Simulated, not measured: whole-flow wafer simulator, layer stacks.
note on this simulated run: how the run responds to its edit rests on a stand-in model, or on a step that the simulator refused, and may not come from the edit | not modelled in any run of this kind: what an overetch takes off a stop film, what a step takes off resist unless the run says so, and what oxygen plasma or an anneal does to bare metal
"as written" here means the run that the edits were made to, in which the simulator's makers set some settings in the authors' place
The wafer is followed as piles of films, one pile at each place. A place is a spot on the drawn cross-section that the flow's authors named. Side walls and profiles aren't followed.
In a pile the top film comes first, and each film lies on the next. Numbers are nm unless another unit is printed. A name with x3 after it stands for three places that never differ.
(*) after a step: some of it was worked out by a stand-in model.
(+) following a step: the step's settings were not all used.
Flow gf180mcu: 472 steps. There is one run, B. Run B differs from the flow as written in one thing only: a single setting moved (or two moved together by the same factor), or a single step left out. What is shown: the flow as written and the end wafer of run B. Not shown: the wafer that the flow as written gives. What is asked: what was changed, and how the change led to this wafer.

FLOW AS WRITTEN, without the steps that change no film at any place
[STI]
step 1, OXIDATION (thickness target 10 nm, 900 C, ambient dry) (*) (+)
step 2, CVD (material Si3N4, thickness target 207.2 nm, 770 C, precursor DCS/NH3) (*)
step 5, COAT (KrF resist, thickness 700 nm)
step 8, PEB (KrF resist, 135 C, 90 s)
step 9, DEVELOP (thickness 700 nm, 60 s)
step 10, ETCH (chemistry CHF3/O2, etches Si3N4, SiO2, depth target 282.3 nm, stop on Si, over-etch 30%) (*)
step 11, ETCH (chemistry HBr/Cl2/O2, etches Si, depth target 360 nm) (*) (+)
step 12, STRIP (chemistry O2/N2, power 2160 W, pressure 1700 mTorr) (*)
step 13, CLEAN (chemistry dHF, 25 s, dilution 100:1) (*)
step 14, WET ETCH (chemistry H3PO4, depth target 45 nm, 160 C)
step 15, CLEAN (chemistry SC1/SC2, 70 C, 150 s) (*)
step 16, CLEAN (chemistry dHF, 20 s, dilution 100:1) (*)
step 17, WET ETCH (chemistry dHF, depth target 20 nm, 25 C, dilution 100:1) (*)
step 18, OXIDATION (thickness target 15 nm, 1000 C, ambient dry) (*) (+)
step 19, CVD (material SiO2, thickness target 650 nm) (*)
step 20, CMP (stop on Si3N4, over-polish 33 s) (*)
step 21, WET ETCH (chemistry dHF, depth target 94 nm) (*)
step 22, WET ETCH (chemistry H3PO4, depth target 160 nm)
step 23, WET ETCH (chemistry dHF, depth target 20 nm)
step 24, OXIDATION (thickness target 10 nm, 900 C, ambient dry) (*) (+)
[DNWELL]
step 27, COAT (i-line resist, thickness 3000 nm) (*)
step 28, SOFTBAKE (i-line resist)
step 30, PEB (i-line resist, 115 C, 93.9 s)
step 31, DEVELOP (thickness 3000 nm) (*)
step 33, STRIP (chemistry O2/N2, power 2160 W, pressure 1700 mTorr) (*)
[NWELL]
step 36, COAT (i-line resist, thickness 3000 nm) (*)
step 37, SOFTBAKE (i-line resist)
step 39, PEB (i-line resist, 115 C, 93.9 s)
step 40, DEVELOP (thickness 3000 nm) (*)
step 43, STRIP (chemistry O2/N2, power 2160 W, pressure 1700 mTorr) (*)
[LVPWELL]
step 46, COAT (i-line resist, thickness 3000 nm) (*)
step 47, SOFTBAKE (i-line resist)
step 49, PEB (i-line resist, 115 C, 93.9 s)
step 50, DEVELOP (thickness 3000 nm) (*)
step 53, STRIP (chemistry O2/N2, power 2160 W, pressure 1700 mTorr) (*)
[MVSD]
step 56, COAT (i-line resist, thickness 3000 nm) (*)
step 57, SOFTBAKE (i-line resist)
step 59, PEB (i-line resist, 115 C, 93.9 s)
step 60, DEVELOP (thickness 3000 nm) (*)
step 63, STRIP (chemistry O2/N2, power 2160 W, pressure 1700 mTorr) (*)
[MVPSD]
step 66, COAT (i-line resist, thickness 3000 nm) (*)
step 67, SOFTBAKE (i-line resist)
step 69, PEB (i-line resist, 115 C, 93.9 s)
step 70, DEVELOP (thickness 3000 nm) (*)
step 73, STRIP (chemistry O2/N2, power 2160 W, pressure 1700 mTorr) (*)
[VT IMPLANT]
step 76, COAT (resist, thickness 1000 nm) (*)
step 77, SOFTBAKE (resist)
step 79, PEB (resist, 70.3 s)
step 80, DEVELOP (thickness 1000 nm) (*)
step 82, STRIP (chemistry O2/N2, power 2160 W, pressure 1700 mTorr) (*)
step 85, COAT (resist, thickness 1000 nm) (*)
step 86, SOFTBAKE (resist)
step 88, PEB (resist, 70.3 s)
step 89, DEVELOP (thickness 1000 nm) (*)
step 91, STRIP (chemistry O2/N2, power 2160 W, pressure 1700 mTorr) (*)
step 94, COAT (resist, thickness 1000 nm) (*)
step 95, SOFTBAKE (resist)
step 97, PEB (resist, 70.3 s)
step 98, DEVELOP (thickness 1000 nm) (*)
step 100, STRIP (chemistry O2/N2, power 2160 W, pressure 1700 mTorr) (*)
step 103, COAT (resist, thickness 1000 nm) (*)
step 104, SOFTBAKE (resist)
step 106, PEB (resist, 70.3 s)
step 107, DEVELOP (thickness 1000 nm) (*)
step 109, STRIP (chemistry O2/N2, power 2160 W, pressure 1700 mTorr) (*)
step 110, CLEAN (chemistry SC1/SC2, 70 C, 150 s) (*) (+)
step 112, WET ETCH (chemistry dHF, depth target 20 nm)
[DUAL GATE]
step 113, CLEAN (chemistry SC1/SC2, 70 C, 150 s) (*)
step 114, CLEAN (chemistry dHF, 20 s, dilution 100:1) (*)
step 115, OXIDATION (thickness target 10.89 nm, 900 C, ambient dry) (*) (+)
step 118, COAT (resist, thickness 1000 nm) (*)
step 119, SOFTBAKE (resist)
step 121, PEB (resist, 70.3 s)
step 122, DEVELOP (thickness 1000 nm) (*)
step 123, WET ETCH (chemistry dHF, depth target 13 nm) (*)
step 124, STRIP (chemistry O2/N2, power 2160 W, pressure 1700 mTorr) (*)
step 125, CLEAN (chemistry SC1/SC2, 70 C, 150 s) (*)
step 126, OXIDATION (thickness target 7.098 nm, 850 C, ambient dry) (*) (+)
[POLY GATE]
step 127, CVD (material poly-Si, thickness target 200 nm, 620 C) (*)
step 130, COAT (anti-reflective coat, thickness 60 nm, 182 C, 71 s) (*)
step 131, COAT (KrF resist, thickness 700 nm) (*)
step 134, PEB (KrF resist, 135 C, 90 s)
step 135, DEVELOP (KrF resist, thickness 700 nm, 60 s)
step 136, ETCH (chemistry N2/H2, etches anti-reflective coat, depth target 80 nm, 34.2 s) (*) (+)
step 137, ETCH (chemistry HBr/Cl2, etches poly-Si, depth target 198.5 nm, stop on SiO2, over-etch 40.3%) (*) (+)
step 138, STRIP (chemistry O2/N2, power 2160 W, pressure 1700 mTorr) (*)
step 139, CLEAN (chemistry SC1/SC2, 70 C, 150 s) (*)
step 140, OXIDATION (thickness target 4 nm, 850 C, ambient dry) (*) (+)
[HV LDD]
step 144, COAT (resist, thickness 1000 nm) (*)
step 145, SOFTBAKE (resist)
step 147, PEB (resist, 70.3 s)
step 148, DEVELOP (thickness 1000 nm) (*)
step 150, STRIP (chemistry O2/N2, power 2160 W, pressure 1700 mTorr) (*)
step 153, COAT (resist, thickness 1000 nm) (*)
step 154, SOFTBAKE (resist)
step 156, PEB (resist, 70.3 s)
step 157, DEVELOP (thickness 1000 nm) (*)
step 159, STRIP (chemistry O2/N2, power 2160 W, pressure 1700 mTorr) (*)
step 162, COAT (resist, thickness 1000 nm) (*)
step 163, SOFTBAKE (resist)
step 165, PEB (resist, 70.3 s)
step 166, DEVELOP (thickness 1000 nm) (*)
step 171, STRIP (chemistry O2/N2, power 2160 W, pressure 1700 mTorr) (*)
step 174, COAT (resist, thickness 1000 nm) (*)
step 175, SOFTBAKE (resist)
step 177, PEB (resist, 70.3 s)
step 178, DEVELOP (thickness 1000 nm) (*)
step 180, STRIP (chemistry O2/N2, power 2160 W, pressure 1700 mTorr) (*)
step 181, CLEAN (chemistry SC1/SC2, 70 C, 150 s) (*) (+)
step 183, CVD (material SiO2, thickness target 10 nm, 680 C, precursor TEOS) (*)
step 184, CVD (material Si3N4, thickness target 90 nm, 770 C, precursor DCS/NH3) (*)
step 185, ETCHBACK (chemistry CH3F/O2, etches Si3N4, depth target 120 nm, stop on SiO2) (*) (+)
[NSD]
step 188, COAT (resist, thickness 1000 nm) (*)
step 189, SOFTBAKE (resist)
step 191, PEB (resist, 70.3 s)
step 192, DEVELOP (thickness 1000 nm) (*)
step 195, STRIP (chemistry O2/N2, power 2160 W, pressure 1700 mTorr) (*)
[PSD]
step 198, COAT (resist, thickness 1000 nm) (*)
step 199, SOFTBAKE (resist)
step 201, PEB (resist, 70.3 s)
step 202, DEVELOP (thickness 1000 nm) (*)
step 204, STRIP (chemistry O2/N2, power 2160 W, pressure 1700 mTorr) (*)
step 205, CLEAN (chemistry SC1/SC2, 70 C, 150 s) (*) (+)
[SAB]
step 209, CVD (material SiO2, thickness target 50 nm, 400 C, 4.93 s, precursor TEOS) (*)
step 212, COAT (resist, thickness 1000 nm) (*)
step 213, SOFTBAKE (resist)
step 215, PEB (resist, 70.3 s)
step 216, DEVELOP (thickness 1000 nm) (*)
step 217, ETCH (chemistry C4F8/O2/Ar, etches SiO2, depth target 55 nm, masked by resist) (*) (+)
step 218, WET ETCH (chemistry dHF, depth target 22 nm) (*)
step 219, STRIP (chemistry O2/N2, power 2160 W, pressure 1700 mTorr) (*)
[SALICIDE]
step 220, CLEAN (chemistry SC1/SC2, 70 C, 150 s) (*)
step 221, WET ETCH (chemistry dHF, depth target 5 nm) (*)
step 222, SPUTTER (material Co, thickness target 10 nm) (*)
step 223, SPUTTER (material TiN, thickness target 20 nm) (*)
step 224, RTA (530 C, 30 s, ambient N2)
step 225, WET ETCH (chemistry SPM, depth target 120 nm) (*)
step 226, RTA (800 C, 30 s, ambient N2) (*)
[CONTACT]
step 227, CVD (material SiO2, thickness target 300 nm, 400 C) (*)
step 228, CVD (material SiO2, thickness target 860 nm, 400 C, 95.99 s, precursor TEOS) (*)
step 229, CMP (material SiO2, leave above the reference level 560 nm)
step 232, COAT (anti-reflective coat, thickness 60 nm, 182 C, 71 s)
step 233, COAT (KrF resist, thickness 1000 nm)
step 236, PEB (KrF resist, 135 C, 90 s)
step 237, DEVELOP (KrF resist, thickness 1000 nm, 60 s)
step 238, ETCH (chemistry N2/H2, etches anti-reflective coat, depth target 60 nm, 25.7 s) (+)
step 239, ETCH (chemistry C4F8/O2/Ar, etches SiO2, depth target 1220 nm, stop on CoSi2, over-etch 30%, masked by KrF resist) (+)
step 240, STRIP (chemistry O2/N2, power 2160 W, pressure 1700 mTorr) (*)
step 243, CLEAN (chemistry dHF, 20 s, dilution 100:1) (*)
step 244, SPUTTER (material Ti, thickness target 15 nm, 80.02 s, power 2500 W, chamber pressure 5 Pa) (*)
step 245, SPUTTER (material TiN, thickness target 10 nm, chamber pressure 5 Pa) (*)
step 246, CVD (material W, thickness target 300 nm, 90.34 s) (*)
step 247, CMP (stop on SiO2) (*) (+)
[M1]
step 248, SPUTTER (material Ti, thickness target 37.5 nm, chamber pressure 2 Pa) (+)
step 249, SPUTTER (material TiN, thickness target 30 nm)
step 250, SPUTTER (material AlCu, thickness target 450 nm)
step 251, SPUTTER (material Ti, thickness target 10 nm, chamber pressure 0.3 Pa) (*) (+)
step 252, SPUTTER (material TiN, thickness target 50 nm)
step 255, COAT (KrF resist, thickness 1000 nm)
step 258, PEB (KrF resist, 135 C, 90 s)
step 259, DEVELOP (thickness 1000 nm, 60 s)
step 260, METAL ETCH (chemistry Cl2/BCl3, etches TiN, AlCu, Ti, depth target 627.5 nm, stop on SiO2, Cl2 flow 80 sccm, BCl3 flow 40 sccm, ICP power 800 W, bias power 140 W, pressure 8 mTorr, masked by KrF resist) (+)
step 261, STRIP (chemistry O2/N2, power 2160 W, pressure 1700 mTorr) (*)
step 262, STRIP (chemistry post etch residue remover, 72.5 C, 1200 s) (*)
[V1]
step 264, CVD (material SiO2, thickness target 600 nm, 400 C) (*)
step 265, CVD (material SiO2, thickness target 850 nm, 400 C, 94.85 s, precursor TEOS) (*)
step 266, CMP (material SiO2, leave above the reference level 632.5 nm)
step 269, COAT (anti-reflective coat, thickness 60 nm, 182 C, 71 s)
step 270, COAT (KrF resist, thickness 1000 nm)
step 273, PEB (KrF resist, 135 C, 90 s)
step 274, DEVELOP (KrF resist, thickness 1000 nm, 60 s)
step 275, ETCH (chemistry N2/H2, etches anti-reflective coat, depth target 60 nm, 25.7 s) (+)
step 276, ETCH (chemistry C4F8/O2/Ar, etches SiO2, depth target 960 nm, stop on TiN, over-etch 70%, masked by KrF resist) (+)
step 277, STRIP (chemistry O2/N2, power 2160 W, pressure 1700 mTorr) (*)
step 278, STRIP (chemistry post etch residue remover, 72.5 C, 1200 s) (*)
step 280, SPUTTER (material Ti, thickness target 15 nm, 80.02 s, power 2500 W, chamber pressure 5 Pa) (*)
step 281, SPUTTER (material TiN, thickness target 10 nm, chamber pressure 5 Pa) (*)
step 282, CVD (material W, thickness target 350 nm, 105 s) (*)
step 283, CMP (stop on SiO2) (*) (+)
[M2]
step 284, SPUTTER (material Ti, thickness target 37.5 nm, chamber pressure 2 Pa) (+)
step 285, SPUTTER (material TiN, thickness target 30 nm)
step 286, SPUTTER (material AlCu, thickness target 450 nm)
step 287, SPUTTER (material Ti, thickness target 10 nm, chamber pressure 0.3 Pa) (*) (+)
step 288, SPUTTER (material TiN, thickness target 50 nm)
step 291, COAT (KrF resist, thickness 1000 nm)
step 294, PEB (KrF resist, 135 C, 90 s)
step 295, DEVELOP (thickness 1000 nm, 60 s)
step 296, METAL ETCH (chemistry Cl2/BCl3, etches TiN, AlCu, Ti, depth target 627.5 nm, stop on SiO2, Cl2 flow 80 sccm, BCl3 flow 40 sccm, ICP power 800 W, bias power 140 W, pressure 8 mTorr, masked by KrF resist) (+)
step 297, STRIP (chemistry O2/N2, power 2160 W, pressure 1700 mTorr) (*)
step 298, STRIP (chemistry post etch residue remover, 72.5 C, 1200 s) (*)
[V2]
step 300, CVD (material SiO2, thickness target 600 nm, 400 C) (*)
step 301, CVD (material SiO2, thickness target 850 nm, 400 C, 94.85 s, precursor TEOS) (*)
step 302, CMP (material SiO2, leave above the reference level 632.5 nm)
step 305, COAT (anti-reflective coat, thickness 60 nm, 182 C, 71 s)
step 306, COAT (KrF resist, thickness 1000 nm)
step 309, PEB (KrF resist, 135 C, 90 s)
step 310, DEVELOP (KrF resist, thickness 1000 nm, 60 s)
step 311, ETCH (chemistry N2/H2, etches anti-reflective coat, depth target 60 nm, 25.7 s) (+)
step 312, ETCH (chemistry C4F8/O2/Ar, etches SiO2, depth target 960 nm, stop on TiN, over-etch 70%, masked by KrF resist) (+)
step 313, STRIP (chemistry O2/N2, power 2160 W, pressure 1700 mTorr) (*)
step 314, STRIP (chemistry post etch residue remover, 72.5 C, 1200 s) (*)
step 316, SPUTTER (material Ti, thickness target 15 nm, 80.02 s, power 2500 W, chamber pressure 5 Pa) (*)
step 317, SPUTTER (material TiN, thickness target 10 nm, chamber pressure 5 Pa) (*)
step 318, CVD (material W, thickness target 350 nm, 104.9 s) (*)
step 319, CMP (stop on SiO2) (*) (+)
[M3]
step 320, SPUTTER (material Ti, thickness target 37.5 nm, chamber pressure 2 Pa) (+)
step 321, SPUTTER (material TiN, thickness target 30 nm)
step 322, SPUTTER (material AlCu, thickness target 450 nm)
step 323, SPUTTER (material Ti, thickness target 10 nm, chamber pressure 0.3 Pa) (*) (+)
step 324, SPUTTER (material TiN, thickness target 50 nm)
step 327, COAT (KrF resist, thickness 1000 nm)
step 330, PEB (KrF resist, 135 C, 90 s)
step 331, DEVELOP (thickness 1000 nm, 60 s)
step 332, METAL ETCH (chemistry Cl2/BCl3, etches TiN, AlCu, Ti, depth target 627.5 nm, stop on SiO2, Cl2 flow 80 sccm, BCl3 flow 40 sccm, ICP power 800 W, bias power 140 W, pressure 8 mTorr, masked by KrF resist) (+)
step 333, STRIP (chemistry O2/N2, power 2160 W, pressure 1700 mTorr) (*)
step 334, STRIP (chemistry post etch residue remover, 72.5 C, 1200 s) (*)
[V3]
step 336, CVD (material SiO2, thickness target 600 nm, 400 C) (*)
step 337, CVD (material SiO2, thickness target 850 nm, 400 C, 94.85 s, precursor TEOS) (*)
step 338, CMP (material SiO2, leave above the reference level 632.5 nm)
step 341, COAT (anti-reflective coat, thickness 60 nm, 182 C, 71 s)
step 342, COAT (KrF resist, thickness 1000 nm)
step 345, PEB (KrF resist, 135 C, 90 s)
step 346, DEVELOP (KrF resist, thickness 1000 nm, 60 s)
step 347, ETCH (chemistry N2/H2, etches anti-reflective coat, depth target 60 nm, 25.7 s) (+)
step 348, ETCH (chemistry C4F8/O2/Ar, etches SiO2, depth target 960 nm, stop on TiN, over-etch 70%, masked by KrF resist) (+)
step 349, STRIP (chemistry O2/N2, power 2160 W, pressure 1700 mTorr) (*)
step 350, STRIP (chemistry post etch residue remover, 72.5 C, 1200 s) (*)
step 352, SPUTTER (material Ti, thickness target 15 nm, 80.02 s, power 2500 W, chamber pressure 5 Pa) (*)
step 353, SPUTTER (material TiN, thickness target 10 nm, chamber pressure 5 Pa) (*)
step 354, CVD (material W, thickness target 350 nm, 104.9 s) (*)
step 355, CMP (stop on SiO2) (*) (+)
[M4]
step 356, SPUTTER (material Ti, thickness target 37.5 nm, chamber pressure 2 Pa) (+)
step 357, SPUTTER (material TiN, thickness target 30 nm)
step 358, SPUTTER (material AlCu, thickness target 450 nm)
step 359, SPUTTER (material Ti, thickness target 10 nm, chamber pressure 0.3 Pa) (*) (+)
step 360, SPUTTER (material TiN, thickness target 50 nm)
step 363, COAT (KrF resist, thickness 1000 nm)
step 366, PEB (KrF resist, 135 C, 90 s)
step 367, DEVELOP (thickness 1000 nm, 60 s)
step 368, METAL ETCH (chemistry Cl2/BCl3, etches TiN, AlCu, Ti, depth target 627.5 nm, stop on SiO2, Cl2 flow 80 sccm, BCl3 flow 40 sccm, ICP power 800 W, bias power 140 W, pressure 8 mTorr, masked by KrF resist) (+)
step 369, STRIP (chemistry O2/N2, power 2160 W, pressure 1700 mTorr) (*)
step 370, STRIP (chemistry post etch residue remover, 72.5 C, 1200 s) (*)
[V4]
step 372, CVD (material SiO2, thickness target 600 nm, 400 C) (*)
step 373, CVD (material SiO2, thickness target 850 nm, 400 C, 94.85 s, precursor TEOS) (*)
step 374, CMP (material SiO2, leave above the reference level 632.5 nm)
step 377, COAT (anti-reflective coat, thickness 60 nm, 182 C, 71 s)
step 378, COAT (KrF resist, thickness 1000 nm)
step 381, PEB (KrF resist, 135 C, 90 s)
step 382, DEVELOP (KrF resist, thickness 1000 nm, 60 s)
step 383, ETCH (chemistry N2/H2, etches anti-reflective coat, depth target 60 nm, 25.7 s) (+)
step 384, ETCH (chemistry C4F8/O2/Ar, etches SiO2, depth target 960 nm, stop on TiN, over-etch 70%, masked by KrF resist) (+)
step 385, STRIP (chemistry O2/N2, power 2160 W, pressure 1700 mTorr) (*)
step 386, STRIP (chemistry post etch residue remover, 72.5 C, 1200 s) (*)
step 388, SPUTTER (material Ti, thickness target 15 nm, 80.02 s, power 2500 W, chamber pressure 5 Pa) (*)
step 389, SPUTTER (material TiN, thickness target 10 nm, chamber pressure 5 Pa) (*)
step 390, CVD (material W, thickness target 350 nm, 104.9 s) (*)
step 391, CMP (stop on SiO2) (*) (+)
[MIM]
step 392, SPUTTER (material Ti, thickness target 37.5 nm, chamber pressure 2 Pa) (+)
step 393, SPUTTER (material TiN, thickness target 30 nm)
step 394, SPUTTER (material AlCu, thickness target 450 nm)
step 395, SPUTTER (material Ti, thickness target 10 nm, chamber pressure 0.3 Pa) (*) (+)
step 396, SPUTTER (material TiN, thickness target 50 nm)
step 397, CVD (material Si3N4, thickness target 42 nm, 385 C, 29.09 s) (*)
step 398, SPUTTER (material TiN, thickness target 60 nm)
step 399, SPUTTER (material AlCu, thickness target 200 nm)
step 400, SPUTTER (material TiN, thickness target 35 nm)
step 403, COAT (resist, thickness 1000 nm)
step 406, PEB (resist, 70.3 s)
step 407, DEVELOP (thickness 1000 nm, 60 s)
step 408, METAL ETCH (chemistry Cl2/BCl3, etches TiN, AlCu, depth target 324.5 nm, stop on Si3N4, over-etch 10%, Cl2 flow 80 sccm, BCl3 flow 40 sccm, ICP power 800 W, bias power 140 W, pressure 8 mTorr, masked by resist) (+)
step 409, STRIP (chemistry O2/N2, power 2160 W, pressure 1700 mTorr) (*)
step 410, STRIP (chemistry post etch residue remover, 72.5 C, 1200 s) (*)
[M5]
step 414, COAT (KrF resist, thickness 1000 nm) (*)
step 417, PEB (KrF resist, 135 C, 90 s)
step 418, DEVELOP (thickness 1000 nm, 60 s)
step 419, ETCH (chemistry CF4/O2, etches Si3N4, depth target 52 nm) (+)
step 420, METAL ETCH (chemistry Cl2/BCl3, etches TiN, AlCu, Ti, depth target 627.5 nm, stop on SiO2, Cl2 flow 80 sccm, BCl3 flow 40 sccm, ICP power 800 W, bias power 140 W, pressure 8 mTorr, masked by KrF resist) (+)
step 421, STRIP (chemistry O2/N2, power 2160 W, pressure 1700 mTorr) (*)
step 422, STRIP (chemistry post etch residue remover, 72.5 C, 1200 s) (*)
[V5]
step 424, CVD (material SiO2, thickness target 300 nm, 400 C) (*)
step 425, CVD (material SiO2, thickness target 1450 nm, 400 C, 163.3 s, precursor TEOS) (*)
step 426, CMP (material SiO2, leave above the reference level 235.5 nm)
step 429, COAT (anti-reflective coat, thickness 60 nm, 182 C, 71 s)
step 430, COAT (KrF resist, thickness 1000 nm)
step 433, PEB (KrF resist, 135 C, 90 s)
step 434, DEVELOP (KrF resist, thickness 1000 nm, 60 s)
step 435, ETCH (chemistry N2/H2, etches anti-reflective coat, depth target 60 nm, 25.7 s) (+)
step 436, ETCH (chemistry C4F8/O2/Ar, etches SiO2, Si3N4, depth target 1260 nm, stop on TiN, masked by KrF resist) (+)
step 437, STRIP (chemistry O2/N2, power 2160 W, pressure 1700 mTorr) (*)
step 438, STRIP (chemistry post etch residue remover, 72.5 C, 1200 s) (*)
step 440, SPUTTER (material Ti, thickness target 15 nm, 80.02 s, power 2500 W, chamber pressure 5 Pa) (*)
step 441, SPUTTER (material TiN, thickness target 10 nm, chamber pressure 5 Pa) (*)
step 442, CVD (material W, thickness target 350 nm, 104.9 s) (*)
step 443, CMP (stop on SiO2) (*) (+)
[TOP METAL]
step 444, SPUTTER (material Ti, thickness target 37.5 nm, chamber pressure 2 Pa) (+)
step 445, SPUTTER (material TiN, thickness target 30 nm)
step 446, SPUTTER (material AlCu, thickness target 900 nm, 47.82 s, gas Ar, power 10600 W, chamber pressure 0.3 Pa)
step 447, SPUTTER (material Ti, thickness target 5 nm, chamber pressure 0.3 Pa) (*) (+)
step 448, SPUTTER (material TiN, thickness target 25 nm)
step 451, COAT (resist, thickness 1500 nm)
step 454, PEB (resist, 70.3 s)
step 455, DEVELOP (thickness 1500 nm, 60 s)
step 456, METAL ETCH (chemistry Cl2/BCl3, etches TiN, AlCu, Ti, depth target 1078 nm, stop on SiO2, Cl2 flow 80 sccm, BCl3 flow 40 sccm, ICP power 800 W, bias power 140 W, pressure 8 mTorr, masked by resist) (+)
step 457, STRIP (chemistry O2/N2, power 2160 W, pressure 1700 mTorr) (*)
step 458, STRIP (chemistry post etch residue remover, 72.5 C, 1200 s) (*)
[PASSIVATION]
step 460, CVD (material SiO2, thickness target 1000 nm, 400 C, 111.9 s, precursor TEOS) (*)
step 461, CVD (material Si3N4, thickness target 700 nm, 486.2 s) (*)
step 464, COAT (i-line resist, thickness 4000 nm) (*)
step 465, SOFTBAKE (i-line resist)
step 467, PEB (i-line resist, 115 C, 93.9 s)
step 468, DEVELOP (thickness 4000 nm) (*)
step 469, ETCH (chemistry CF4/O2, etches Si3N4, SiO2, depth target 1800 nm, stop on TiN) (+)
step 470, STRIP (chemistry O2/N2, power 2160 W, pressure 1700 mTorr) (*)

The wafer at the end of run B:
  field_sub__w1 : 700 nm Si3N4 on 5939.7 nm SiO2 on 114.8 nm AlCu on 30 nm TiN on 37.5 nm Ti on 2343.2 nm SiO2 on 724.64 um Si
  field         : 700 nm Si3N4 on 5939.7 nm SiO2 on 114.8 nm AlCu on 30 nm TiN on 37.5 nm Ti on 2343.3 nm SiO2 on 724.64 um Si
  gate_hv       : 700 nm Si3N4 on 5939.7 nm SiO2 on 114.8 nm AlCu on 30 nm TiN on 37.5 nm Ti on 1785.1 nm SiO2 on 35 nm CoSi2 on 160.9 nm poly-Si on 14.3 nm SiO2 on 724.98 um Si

What caused this: step 286, SPUTTER: thickness target 688 nm was run, while the flow as written has thickness target 450 nm.

The path from the change to this, step by step:
  step 286, SPUTTER (material AlCu, thickness target 450 nm)
      field, field__w1, field__w2 and 108 more: AlCu gains 688 (new film) (as written it would have been: AlCu gains 450 (new film))
  step 296, METAL ETCH (chemistry Cl2/BCl3, etches TiN, AlCu, Ti, depth target 627.5 nm, stop on SiO2, Cl2 flow 80 sccm, BCl3 flow 40 sccm, ICP power 800 W, bias power 140 W, pressure 8 mTorr, masked by KrF resist) (+)
      field, field__w1, field__w2 and 103 more: TiN loses 50 (all of it), Ti loses 10 (all of it), AlCu loses 567.5 (as written it would have been: TiN loses 50 (all of it), Ti loses 10 (all of it), AlCu loses 450 (all of it), TiN loses 30 (all of it), Ti loses 37.5 (all of it))
  step 298, STRIP (chemistry post etch residue remover, 72.5 C, 1200 s) (*)
      field, field__w1, field__w2 and 103 more: AlCu loses 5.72 (as written it would have been: nothing)
  step 300, CVD (material SiO2, thickness target 600 nm, 400 C) (*)
      field, field__w1, field__w2 and 103 more: SiO2 gains 600 (new film) (as written it would have been: SiO2 gains 600)
  step 302, CMP (material SiO2, leave above the reference level 632.5 nm)
      field, field__w1, field__w2 and 103 more: SiO2 loses 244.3 (as written it would have been: SiO2 loses 300)
Taking metal films that touch as one body, field_sub__w1 has 1 body; the flow as written gives 0 bodies.
Taking metal films that touch as one body, field has 1 body; the flow as written gives 0 bodies.
Taking metal films that touch as one body, gate_hv has 2 bodies (between them, from the top down: SiO2 1785.1); the flow as written gives 1 body.
